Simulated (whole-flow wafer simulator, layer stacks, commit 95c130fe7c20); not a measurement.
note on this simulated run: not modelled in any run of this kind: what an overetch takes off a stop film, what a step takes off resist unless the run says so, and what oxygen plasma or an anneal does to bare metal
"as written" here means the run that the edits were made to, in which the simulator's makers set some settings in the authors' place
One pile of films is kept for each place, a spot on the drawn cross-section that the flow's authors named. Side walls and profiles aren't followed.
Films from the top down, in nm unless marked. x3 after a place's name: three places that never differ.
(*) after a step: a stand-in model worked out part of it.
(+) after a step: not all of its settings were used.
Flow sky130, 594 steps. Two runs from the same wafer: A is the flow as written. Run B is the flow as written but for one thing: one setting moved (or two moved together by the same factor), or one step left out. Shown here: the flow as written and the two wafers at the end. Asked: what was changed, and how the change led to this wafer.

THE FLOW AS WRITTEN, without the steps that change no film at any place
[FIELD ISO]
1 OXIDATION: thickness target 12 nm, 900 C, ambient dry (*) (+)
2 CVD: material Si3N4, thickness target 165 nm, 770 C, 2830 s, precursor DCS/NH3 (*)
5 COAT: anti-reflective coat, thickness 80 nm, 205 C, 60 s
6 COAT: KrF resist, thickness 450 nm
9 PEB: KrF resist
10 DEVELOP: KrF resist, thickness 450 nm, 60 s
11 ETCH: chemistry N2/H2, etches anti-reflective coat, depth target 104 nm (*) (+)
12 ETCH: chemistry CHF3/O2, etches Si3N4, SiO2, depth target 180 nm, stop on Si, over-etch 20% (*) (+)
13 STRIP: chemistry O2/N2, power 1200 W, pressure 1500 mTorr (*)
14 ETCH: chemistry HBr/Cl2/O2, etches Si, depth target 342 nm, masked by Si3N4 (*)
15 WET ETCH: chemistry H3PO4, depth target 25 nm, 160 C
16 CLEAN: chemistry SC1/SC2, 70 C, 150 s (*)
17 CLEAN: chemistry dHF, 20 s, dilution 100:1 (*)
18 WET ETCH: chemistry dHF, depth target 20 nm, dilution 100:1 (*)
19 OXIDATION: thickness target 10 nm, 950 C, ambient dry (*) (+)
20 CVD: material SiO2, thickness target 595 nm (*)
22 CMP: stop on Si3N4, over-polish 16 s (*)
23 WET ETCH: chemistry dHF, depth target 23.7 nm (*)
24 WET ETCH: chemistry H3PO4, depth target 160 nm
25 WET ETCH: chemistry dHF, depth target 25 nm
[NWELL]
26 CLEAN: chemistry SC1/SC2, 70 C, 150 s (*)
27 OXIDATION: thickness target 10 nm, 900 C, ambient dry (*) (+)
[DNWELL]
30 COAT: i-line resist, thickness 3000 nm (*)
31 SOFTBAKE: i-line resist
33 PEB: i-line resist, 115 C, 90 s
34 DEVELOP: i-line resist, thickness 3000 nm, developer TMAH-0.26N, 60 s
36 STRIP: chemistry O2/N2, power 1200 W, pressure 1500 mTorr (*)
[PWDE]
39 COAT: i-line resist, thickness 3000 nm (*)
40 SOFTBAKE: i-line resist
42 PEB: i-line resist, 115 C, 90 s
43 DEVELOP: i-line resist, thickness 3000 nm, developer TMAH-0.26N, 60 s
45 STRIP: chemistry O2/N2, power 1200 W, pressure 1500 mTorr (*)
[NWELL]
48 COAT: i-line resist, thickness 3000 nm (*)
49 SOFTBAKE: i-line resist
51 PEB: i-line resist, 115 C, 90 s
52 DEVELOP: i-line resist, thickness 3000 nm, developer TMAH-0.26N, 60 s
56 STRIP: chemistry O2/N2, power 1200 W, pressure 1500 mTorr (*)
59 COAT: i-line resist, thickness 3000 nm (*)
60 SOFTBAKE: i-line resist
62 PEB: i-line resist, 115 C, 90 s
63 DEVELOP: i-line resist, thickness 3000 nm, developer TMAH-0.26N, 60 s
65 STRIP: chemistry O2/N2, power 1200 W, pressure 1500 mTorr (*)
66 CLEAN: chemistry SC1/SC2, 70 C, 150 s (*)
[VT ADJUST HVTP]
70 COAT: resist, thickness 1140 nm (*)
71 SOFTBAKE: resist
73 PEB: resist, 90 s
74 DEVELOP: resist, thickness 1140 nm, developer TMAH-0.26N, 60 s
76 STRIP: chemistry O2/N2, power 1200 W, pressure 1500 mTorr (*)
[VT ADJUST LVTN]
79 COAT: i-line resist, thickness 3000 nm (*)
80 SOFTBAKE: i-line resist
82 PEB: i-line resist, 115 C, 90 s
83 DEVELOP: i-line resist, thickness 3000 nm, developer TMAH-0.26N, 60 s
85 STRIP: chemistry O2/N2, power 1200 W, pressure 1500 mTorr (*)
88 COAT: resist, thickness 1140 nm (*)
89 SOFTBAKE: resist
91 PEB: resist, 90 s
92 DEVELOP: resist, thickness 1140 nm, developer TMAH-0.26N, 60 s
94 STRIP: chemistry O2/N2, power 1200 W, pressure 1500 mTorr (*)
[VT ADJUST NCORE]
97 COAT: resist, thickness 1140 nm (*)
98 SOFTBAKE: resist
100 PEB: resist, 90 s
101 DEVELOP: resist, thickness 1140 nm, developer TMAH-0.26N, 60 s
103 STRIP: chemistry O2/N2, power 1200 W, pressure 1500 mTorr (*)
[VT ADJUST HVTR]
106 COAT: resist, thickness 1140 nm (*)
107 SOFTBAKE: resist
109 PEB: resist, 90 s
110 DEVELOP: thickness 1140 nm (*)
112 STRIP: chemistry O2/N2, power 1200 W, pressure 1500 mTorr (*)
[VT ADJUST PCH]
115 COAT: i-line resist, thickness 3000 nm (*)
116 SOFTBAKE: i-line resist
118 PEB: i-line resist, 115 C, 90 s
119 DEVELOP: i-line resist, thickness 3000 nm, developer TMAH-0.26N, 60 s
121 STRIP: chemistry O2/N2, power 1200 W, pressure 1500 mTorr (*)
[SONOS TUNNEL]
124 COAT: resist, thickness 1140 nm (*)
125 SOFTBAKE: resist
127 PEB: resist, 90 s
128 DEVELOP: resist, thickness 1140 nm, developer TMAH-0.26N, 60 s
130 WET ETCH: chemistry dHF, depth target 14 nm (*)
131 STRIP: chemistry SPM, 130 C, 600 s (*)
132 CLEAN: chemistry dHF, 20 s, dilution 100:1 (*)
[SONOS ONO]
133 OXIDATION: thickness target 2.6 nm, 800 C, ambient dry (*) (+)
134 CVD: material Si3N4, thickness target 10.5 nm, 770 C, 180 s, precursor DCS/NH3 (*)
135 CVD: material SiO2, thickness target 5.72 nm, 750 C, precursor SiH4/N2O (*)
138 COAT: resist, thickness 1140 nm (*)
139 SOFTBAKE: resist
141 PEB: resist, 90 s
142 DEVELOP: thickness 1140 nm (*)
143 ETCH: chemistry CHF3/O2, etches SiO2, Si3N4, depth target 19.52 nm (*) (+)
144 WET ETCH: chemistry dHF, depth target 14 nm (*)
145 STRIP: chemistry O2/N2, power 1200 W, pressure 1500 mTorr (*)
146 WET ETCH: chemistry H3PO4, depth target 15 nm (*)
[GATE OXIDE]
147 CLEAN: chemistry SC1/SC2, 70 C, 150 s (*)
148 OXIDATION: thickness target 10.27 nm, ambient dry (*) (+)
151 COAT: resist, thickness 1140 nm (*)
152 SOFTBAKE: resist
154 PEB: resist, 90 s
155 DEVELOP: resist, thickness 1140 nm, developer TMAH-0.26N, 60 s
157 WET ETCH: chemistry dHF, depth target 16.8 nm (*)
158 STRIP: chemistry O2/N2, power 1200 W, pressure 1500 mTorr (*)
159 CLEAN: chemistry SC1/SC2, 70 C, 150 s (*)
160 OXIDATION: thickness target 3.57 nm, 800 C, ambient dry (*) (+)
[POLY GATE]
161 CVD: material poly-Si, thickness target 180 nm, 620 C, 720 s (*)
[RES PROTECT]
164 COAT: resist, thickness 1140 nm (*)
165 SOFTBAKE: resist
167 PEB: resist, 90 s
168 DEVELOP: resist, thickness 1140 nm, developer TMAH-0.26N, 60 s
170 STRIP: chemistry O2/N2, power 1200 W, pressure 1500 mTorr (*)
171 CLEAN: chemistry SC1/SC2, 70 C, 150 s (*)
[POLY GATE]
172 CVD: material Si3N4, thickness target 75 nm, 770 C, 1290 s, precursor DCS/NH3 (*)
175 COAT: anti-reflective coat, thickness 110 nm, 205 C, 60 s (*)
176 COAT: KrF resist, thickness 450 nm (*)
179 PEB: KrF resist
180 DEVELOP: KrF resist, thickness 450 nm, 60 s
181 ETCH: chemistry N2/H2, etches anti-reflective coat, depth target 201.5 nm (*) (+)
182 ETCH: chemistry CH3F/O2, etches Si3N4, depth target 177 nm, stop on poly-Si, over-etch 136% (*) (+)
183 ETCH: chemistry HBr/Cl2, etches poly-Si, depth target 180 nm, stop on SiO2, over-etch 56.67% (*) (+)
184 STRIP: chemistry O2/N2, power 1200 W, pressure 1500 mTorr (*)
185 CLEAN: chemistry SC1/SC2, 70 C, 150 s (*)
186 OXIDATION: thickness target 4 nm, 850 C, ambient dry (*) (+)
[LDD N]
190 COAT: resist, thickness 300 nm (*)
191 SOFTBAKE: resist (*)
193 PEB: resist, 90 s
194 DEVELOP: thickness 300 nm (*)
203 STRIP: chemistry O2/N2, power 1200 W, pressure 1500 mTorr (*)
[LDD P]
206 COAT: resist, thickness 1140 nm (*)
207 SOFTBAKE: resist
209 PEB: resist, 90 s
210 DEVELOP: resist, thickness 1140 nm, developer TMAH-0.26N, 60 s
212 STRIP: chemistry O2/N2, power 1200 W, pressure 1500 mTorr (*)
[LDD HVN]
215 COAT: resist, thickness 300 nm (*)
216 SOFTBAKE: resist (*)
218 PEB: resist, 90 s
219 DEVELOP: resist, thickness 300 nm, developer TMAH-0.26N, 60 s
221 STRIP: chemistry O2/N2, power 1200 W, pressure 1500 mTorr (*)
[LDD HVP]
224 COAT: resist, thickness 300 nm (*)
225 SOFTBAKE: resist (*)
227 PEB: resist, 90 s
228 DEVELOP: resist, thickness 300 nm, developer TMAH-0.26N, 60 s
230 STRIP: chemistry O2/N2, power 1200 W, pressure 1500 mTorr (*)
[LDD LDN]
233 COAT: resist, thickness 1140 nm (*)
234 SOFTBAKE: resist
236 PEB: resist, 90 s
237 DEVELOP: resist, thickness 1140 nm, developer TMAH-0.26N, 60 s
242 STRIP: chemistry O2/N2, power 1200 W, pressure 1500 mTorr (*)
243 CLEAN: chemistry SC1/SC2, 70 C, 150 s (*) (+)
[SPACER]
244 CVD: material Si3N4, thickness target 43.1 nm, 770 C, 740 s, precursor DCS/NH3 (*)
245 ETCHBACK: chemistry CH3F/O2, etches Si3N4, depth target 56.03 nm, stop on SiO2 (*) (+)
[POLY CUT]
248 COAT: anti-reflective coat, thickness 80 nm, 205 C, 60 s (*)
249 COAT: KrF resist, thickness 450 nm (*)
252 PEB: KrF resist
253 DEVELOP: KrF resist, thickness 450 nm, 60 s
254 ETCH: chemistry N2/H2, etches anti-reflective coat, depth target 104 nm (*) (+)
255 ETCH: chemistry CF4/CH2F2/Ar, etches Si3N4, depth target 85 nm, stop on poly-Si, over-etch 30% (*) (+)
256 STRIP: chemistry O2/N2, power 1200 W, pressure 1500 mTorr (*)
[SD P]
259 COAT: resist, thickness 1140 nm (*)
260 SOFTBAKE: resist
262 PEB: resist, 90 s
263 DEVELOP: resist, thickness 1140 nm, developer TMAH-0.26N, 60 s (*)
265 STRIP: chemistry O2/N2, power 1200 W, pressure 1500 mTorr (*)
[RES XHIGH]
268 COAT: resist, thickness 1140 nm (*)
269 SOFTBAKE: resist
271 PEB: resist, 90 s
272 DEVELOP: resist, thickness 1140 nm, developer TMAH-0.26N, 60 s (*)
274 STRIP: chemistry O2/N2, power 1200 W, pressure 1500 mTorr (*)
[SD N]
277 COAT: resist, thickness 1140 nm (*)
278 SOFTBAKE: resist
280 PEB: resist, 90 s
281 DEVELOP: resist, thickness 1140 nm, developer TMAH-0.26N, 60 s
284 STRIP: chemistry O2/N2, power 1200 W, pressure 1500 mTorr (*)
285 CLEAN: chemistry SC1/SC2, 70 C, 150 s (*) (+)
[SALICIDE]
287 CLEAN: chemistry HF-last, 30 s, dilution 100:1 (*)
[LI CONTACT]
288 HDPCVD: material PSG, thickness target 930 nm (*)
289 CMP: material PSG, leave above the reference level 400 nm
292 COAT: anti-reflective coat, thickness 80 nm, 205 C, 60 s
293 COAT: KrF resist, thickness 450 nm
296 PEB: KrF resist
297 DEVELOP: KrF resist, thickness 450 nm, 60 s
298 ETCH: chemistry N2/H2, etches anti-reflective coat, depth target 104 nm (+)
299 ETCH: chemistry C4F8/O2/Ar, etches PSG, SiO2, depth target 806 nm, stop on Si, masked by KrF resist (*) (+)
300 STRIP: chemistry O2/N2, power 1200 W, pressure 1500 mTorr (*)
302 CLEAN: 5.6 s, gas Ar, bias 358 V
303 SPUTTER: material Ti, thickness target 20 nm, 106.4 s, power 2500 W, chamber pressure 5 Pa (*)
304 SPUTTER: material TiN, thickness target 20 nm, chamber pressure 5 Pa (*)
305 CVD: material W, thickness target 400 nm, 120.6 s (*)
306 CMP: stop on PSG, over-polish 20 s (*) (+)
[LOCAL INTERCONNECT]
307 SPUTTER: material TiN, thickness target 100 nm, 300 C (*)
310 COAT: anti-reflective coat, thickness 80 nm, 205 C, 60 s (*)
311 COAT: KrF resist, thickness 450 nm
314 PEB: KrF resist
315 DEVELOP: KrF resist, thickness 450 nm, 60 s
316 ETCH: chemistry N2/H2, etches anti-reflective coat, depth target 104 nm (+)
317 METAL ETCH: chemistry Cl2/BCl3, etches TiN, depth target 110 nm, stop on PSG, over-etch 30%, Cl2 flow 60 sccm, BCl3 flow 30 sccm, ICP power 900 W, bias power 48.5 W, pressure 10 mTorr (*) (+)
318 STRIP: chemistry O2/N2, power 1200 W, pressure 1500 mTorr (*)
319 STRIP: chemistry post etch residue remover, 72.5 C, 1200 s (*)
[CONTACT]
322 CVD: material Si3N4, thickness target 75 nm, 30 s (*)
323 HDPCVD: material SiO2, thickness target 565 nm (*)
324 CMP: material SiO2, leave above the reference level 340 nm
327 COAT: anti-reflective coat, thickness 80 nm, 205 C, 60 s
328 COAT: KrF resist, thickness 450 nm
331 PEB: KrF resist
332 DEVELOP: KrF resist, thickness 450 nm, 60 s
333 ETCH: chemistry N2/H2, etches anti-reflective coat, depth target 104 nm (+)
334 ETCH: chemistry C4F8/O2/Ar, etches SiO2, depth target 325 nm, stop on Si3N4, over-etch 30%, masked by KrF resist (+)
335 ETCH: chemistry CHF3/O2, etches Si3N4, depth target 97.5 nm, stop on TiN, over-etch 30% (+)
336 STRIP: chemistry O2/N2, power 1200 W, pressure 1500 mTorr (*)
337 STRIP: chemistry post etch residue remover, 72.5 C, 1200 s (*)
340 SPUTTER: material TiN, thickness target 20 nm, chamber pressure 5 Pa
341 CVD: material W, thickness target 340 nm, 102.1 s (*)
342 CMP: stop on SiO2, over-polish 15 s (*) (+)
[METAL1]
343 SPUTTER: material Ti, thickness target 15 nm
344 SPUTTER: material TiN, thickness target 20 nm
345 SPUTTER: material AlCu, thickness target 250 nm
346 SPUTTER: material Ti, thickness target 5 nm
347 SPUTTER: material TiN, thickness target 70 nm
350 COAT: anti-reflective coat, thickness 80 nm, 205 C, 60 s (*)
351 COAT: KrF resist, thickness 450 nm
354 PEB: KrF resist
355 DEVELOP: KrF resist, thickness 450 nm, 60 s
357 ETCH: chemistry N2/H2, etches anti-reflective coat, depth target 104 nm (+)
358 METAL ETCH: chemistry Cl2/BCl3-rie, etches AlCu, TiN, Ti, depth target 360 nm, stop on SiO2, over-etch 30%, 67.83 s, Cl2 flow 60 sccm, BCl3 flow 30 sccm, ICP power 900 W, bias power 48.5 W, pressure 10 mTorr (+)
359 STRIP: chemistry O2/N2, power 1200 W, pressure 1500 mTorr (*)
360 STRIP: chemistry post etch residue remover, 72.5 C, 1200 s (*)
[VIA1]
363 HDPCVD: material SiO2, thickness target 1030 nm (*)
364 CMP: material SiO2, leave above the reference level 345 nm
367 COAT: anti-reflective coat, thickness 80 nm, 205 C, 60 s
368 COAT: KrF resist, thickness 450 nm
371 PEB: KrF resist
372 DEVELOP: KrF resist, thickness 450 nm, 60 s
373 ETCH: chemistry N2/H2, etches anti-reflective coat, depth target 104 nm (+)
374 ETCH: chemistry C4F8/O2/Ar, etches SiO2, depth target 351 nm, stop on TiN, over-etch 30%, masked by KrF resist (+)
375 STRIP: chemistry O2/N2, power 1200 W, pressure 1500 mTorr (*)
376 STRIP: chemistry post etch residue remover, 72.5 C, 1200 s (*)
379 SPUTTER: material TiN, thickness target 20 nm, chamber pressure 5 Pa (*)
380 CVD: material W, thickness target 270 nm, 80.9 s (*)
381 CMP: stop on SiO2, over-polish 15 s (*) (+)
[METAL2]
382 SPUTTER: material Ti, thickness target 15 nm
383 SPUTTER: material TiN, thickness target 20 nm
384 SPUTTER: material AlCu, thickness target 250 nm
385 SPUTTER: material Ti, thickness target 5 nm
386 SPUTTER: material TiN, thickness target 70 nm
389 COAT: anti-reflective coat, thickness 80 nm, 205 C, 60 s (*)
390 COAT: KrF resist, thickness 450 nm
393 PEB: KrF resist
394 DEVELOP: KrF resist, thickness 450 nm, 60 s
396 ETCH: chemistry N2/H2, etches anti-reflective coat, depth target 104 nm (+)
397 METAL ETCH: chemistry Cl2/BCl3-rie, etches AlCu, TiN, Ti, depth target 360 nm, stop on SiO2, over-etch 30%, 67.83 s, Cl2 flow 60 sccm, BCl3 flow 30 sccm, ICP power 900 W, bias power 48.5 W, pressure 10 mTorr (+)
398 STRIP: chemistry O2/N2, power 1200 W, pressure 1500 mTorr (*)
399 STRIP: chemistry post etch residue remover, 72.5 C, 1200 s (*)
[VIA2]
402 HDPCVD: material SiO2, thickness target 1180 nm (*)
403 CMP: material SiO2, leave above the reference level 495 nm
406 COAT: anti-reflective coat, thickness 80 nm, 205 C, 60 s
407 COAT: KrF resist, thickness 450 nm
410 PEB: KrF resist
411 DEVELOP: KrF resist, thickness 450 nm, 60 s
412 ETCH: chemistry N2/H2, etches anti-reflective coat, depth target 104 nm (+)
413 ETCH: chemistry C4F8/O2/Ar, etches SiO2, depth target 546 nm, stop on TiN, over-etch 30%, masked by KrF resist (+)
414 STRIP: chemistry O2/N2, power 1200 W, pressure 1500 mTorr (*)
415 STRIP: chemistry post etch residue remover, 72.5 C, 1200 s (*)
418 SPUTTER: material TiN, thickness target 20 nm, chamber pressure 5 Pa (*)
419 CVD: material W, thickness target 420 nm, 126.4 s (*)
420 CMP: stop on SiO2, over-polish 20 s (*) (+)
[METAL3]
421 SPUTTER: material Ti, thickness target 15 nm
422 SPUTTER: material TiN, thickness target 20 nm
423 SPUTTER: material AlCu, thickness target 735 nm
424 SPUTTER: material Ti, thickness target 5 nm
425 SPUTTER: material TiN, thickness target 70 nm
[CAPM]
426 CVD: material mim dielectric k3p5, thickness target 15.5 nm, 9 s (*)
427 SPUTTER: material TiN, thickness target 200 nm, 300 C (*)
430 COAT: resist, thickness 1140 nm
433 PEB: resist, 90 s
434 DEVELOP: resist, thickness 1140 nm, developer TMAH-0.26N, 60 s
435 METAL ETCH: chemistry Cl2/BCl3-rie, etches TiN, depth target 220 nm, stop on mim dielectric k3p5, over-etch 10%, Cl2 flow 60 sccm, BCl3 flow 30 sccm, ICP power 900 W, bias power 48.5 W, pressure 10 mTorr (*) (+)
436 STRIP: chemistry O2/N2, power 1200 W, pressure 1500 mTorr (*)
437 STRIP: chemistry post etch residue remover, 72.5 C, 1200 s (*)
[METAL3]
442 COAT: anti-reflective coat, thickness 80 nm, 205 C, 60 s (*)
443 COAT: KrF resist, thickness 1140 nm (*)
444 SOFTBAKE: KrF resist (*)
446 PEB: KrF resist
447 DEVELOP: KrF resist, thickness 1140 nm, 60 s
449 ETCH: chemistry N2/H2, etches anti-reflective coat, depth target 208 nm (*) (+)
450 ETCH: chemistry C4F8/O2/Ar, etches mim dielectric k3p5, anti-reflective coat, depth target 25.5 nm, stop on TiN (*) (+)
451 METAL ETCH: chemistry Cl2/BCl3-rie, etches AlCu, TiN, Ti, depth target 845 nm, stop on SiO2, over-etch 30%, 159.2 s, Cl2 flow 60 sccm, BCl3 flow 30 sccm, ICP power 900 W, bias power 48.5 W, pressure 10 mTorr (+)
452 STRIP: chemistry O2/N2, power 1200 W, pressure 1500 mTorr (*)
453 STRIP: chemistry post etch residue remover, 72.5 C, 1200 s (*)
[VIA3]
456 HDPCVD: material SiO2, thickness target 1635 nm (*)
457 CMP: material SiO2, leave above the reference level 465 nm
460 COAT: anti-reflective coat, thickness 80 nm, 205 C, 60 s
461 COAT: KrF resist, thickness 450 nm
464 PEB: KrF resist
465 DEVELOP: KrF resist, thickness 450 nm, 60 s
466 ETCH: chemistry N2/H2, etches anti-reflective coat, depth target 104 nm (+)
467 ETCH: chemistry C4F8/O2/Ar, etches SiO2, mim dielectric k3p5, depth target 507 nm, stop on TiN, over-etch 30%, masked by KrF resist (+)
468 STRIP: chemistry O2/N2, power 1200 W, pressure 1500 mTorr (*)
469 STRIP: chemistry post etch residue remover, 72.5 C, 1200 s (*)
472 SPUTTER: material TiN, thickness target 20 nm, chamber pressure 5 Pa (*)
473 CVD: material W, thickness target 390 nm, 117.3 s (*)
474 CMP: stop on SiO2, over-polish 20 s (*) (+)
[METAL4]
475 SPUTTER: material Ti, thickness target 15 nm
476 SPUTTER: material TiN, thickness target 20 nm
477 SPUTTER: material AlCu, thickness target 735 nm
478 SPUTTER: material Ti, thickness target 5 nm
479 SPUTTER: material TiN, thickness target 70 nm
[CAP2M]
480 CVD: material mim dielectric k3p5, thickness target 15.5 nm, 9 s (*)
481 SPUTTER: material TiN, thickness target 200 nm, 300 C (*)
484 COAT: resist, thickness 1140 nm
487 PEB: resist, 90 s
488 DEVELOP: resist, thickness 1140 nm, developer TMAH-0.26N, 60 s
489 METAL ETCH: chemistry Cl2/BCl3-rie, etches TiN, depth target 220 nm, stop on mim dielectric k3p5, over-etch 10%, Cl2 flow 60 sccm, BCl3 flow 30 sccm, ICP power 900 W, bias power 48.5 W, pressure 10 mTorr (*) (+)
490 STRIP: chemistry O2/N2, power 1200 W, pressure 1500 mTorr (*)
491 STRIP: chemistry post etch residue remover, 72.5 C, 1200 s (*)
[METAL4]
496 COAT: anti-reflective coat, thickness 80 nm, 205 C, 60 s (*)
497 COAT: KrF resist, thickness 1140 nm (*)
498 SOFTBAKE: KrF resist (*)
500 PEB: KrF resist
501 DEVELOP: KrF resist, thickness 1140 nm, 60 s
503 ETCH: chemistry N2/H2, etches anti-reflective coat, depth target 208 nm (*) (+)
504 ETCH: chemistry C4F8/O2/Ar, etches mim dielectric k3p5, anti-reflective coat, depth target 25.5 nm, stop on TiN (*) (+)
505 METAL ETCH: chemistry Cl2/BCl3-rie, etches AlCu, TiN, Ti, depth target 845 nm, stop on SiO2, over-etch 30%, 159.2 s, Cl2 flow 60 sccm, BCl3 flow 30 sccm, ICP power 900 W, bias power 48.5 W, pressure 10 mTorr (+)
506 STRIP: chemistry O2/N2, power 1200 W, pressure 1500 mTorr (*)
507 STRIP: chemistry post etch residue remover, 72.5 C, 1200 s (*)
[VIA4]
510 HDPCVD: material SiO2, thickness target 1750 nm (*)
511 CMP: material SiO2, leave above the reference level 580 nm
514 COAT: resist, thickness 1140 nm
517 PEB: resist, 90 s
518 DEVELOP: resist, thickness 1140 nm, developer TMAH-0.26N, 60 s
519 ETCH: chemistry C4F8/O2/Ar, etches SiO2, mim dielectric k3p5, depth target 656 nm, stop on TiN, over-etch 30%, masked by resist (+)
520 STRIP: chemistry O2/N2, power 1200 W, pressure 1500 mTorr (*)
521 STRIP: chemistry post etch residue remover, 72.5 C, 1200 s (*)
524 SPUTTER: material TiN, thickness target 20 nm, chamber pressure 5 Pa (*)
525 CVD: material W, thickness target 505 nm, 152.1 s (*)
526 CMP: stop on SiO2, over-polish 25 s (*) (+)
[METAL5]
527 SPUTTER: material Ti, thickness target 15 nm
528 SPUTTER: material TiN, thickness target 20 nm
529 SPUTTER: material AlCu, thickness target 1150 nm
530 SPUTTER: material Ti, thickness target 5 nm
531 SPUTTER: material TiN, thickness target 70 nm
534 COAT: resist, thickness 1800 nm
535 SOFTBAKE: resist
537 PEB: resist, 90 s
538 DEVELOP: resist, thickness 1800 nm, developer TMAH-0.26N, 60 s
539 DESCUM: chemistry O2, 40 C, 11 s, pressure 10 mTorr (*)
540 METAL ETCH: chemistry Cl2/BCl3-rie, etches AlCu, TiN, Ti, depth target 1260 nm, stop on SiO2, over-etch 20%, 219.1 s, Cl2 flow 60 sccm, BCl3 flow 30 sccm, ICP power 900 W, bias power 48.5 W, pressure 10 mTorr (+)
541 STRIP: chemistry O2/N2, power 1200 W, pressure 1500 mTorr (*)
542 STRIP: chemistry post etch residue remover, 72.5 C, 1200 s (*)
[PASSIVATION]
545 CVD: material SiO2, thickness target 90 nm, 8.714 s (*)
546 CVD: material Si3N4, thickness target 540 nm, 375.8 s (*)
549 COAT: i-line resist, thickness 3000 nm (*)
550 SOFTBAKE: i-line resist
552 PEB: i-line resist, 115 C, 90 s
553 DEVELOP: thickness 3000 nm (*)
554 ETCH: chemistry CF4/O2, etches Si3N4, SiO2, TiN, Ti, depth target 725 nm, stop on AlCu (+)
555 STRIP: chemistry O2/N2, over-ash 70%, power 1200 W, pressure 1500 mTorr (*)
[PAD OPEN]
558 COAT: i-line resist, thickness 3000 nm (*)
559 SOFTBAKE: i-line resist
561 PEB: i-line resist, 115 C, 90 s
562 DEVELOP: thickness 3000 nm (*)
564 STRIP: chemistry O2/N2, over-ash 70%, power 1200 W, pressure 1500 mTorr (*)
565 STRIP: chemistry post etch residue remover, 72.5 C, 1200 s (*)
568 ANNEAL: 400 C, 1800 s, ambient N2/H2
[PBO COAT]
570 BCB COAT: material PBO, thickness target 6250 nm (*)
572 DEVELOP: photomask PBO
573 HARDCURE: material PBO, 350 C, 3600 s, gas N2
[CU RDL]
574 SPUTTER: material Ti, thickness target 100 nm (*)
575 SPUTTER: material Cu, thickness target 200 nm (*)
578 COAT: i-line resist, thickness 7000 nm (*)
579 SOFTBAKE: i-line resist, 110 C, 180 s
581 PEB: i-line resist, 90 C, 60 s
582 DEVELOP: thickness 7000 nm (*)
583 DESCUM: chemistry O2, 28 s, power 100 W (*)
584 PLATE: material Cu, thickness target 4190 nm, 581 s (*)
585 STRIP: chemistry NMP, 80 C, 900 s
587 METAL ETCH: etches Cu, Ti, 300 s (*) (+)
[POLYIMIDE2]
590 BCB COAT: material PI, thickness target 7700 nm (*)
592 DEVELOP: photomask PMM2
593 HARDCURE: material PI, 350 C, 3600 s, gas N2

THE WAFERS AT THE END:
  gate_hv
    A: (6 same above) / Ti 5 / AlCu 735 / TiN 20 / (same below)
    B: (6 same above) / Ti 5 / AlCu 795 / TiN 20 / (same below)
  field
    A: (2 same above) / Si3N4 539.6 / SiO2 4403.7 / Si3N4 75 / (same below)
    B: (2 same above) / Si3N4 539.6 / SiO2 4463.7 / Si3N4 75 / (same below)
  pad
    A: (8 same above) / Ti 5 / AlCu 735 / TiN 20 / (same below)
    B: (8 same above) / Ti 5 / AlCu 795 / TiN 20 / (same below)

The cause: step 477, SPUTTER: thickness target 795 nm was run, where the flow has thickness target 735 nm.
It can be read off the wafer: gate_hv has AlCu 795, and step 477 as written asks for 735 nm.

How the change led to this, step by step:
  477 SPUTTER: material AlCu, thickness target 735 nm
      field, active, n_well and 189 more: A AlCu +735 (new film) | B AlCu +795 (new film)
  505 METAL ETCH: chemistry Cl2/BCl3-rie, etches AlCu, TiN, Ti, depth target 845 nm, stop on SiO2, over-etch 30%, 159.2 s, Cl2 flow 60 sccm, BCl3 flow 30 sccm, ICP power 900 W, bias power 48.5 W, pressure 10 mTorr (+)
      field, active, gate and 70 more: A TiN -70 (all of it), Ti -5 (all of it), AlCu -735 (all of it), TiN -20 (all of it), Ti -15 (all of it), SiO2 -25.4 | B TiN -70 (all of it), Ti -5 (all of it), AlCu -795 (all of it), TiN -20 (all of it), Ti -15 (all of it), SiO2 -19.4
      vpp_iso1, mim_edge_plate, m1_ln and 12 more: A TiN -70 (all of it), Ti -5 (all of it), AlCu -735 (all of it), TiN -20 (all of it), Ti -15 (all of it), SiO2 -25.3 | B TiN -70 (all of it), Ti -5 (all of it), AlCu -795 (all of it), TiN -20 (all of it), Ti -15 (all of it), SiO2 -19.3
  511 CMP: material SiO2, leave above the reference level 580 nm
      field, active, gate and 76 more: A SiO2 -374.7 | B SiO2 -320.7
      iso_guard__w1, mim_edge_gap, vpp_l1ln and 6 more: A SiO2 -374.6 | B SiO2 -320.6
